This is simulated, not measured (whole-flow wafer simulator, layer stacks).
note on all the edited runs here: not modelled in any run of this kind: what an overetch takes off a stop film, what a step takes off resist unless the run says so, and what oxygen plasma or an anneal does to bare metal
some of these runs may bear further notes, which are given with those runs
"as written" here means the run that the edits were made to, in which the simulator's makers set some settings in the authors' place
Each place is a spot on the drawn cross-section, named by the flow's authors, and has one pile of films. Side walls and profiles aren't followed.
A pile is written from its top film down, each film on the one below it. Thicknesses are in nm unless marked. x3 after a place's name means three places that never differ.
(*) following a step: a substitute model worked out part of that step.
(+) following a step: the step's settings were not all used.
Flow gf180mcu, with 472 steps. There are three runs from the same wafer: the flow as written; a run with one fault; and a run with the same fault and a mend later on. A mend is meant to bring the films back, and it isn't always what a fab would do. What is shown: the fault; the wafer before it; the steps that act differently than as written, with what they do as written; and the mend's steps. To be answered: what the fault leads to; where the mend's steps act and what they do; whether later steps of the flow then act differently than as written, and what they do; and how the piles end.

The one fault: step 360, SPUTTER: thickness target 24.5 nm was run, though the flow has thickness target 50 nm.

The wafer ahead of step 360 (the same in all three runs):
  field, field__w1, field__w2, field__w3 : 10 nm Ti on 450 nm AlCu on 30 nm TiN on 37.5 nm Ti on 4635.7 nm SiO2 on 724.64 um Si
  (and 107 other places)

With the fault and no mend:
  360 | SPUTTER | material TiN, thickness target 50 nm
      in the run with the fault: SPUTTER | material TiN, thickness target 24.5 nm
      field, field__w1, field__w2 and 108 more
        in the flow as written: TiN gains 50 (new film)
        in the run with the fault: TiN gains 24.5 (new film)
  Later steps of the flow acting differently than as written (2 other steps are not shown; they differ only slightly, by no more than 2% or 0.5 nm, whichever is larger):
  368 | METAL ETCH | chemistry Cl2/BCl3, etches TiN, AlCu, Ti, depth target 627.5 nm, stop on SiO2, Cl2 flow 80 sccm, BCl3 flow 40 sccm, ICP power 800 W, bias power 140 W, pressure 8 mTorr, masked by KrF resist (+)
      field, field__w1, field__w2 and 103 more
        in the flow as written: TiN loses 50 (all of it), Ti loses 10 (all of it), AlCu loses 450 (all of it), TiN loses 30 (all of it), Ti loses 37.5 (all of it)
        in the run with the fault: TiN loses 24.5 (all of it), Ti loses 10 (all of it), AlCu loses 450 (all of it), TiN loses 30 (all of it), Ti loses 37.5 (all of it)
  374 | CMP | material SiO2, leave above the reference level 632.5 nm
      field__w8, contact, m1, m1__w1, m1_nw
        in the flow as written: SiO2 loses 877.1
        in the run with the fault: SiO2 loses 851.6
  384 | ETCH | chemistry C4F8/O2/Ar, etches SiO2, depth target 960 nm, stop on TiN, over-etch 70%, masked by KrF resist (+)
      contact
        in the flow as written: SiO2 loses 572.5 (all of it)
        in the run with the fault: SiO2 loses 598 (all of it)
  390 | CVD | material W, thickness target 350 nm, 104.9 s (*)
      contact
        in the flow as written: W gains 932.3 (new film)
        in the run with the fault: W gains 958 (new film)
  The piles end different from the flow's at field__w8, contact, m1, m1__w1, m1_nw by more than 2% or 0.5 nm, whichever is larger.
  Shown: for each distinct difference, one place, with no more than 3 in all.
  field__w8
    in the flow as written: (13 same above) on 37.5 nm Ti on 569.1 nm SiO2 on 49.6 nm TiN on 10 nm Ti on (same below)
    in the run with the fault: (13 same above) on 37.5 nm Ti on 594.6 nm SiO2 on 24.1 nm TiN on 10 nm Ti on (same below)
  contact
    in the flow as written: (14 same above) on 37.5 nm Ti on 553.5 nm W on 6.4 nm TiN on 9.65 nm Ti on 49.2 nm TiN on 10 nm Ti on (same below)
    in the run with the fault: (14 same above) on 37.5 nm Ti on 579.2 nm W on 6.31 nm TiN on 9.51 nm Ti on 23.7 nm TiN on 10 nm Ti on (same below)

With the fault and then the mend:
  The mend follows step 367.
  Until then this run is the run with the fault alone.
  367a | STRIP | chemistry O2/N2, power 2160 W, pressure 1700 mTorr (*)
      field__w8, contact, m1, m1__w1, m1_nw
        KrF resist loses 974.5 (all of it)
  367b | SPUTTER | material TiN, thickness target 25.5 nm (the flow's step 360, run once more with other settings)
      field, field__w1, field__w2 and 108 more
        TiN gains 25.5
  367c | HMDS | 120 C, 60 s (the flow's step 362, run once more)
      alters no film at any place that is followed
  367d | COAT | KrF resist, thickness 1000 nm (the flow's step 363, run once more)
      field, field__w1, field__w2 and 108 more
        KrF resist gains 1000 (new film)
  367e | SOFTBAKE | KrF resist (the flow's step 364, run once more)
      alters no film at any place that is followed
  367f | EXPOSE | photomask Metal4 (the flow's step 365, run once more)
      alters no film at any place that is followed
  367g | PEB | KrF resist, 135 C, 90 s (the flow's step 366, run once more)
      field, field__w1, field__w2 and 108 more
        KrF resist loses 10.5
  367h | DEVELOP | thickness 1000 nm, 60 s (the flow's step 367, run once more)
      field, field__w1, field__w2 and 103 more
        KrF resist loses 989.5 (all of it)
      field__w8, contact, m1, m1__w1, m1_nw
        KrF resist loses 14.9
  None of the later steps of the flow acts differently than as written at any place that is followed.
  The piles end the same as the flow's at every place that both follow.
